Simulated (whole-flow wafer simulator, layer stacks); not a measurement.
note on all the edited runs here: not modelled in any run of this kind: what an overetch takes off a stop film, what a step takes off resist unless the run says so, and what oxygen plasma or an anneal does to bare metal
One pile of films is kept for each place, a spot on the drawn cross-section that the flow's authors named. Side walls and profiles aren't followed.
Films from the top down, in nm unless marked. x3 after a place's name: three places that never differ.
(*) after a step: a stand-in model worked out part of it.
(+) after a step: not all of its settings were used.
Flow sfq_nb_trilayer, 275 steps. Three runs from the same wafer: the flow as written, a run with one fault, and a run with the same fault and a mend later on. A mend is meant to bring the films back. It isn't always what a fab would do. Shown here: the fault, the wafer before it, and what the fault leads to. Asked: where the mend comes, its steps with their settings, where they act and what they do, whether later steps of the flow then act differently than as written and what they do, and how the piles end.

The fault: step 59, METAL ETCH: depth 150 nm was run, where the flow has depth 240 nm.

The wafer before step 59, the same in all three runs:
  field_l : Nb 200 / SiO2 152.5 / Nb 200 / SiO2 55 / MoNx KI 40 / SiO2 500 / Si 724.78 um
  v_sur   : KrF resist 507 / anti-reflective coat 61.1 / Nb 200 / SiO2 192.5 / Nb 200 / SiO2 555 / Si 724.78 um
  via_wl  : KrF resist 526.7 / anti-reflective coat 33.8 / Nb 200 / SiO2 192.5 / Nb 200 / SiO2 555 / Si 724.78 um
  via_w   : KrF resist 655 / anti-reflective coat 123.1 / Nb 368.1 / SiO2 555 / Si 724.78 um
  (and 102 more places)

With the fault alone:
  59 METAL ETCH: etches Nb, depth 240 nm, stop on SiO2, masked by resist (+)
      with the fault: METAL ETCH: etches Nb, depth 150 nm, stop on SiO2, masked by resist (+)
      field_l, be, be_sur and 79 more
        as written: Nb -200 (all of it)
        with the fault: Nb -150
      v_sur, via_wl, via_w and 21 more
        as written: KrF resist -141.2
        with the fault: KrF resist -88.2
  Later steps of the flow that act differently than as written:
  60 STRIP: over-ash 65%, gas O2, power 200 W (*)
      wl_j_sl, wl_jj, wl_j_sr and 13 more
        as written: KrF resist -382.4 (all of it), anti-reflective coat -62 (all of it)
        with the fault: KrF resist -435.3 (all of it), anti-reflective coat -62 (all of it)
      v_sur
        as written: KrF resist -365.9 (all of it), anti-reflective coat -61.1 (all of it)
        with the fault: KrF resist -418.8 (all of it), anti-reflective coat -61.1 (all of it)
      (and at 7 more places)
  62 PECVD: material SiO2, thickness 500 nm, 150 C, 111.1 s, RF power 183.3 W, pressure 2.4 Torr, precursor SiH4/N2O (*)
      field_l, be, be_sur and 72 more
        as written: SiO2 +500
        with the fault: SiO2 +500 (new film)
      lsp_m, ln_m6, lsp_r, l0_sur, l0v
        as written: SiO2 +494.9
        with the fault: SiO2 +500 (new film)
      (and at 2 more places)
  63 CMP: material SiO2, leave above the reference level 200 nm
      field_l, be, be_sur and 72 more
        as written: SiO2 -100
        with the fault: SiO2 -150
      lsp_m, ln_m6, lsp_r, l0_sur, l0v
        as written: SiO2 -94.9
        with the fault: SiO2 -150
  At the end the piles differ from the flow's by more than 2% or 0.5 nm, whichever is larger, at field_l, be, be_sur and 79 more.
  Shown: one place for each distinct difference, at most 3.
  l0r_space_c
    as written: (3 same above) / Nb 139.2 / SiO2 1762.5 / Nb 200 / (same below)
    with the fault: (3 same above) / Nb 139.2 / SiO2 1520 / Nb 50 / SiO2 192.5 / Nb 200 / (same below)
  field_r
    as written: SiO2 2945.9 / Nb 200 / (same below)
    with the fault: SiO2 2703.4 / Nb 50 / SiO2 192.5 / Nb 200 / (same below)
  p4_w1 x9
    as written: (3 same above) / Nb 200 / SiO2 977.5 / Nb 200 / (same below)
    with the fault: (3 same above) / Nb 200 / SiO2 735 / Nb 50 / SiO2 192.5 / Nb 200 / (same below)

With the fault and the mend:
  The mend comes after step 59.
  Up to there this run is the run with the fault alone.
  59a METAL ETCH: etches Nb, depth 90 nm, stop on SiO2, masked by resist (+) (the flow's step 59 once more, with other settings)
      field_l, be, be_sur and 79 more
        Nb -50 (all of it)
      v_sur, via_wl, via_w and 21 more
        KrF resist -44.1
  Later steps of the flow that act differently than as written:
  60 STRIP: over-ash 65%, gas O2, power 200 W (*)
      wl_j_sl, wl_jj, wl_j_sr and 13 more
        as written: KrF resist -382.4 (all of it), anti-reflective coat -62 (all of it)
        with the mend: KrF resist -391.2 (all of it), anti-reflective coat -62 (all of it)
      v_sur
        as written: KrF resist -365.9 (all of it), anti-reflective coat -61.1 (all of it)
        with the mend: KrF resist -374.7 (all of it), anti-reflective coat -61.1 (all of it)
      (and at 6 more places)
  At the end the piles are the same as the flow's at every place that both follow.
